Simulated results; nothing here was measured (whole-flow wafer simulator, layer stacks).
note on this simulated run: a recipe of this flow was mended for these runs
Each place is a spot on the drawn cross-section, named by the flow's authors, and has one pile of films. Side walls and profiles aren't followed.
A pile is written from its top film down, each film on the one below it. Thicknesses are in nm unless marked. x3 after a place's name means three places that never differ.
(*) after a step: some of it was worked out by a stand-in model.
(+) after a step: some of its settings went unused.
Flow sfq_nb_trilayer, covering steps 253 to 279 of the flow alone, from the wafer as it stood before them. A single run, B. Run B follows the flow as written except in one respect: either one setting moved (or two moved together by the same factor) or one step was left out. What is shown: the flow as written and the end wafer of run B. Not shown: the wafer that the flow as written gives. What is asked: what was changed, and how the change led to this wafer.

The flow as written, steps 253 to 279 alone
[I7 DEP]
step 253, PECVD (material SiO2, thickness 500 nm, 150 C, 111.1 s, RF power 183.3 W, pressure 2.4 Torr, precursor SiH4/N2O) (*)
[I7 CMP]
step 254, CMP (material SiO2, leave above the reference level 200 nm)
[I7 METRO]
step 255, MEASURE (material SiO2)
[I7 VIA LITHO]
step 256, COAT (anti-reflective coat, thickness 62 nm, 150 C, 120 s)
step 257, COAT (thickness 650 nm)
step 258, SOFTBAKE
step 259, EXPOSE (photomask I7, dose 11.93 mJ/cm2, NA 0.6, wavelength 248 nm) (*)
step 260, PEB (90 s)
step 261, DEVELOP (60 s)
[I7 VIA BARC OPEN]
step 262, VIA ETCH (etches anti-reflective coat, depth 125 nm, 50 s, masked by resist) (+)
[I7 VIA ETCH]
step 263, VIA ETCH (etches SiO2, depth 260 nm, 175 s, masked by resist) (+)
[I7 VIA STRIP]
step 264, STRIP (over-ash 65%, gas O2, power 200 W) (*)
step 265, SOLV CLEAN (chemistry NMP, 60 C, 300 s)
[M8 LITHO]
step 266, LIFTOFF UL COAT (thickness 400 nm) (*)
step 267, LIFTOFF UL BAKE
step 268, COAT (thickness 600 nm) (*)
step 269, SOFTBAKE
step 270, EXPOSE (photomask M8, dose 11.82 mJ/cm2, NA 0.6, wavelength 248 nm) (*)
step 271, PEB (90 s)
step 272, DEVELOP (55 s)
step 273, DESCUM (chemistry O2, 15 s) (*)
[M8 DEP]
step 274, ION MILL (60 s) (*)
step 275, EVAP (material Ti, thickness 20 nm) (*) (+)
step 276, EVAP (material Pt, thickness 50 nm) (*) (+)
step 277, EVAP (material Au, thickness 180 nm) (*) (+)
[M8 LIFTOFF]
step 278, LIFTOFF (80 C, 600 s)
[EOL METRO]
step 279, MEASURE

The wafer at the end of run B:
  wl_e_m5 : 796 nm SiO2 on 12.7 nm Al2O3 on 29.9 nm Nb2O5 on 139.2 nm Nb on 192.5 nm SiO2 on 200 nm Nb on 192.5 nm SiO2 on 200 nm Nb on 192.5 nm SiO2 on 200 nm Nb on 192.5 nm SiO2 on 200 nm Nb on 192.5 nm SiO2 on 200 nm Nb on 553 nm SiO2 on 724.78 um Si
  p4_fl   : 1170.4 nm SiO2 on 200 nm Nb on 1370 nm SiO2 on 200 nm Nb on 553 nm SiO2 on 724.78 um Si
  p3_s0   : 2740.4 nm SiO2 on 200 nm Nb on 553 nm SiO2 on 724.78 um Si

The reason: step 253, PECVD: 44.44 s was run, though the flow has 111.1 s.

Step by step, how the change led to this:
  step 253, PECVD (material SiO2, thickness 500 nm, 150 C, 111.1 s, RF power 183.3 W, pressure 2.4 Torr, precursor SiH4/N2O) (*)
      field_l, p4_fl, p4_fm and 56 more: SiO2 gains 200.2 (it would be, as written: SiO2 gains 500)
      v_sur, via_wl, via_w and 37 more: SiO2 gains 200.2 (new film) (it would be, as written: SiO2 gains 500 (new film))
      (also at 7 further places)
  step 254, CMP (material SiO2, leave above the reference level 200 nm)
      field_l, p4_fl, p4_fm and 56 more: nothing (it would be, as written: SiO2 loses 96)
      field_r, lsp_l: nothing (it would be, as written: SiO2 loses 73.2)
      (also at 45 further places)
  step 256, COAT (anti-reflective coat, thickness 62 nm, 150 C, 120 s)
      m0r_line_l, m0r_line_r, m6r_line_l, m6r_line_r: anti-reflective coat gains 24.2 (new film) (it would be, as written: anti-reflective coat gains 62 (new film))
      m0r_space_l, m0r_space_r, m6r_space_l, m6r_space_r: anti-reflective coat gains 100.3 (new film) (it would be, as written: anti-reflective coat gains 62 (new film))
      (also at 89 further places)
  step 257, COAT (thickness 650 nm)
      m0r_line_l, m0r_line_r, m6r_line_l, m6r_line_r: KrF-resist-other-grade gains 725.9 (new film) (it would be, as written: KrF-resist-other-grade gains 650 (new film))
      p3_s1, m5r_space_l, m5r_space_r: KrF-resist-other-grade gains 669 (new film) (it would be, as written: KrF-resist-other-grade gains 650 (new film))
      (also at 75 further places)
  step 261, DEVELOP (60 s)
      via_wl: KrF-resist-other-grade loses 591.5 (all of it) (it would be, as written: KrF-resist-other-grade loses 648.6 (all of it))
      via_w: KrF-resist-other-grade loses 590.7 (all of it) (it would be, as written: KrF-resist-other-grade loses 648.6 (all of it))
      (also at 1 further place)
  step 262, VIA ETCH (etches anti-reflective coat, depth 125 nm, 50 s, masked by resist) (+)
      via_wl: anti-reflective coat loses 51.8 (all of it), SiO2 loses 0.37 (it would be, as written: anti-reflective coat loses 62 (all of it), SiO2 loses 0.31)
  step 264, STRIP (over-ash 65%, gas O2, power 200 W) (*)
      m0r_line_l, m0r_line_r, m6r_line_l, m6r_line_r: KrF-resist-other-grade loses 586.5 (all of it), anti-reflective coat loses 24.2 (all of it) (it would be, as written: KrF-resist-other-grade loses 510.8 (all of it), anti-reflective coat loses 62 (all of it))
      m0r_space_l, m0r_space_r, m6r_space_l, m6r_space_r: KrF-resist-other-grade loses 523.6 (all of it), anti-reflective coat loses 100.3 (all of it) (it would be, as written: KrF-resist-other-grade loses 510.8 (all of it), anti-reflective coat loses 62 (all of it))
      (also at 91 further places)
  step 266, LIFTOFF UL COAT (thickness 400 nm) (*)
      m0r_line_l, m0r_line_r, m6r_line_l, m6r_line_r: lift-off-underlayer gains 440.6 (new film) (it would be, as written: lift-off-underlayer gains 400 (new film))
      m0r_space_l, m0r_space_r, m6r_space_l, m6r_space_r: lift-off-underlayer gains 460.1 (new film) (it would be, as written: lift-off-underlayer gains 400 (new film))
      (also at 83 further places)
  step 268, COAT (thickness 600 nm) (*)
      m0r_line_l, m0r_line_r, m6r_line_l, m6r_line_r: KrF-resist-other-grade gains 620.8 (new film) (it would be, as written: KrF-resist-other-grade gains 600 (new film))
      wl_d_m1, wl_d_sr: KrF-resist-other-grade gains 633.8 (new film) (it would be, as written: KrF-resist-other-grade gains 600 (new film))
      (also at 60 further places)
  step 272, DEVELOP (55 s)
      field_l: KrF-resist-other-grade loses 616 (all of it), lift-off-underlayer loses 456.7 (all of it) (it would be, as written: KrF-resist-other-grade loses 593.6 (all of it), lift-off-underlayer loses 387.9 (all of it))
      v_sur: KrF-resist-other-grade loses 585.2 (all of it), lift-off-underlayer loses 292.4 (all of it) (it would be, as written: KrF-resist-other-grade loses 607.6 (all of it), lift-off-underlayer loses 368.7 (all of it))
      (also at 9 further places)
  step 278, LIFTOFF (80 C, 600 s)
      m0r_line_l, m0r_line_r, m6r_line_l, m6r_line_r: Au loses 180 (all of it), Pt loses 50 (all of it), Ti loses 20 (all of it), KrF-resist-other-grade loses 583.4 (all of it), lift-off-underlayer loses 440.6 (all of it) (it would be, as written: Au loses 180 (all of it), Pt loses 50 (all of it), Ti loses 20 (all of it), KrF-resist-other-grade loses 562.7 (all of it), lift-off-underlayer loses 400 (all of it))
      m0r_space_l, m0r_space_r, m6r_space_l, m6r_space_r: Au loses 180 (all of it), Pt loses 50 (all of it), Ti loses 20 (all of it), KrF-resist-other-grade loses 567.6 (all of it), lift-off-underlayer loses 460.1 (all of it) (it would be, as written: Au loses 180 (all of it), Pt loses 50 (all of it), Ti loses 20 (all of it), KrF-resist-other-grade loses 562.7 (all of it), lift-off-underlayer loses 400 (all of it))
      (also at 72 further places)
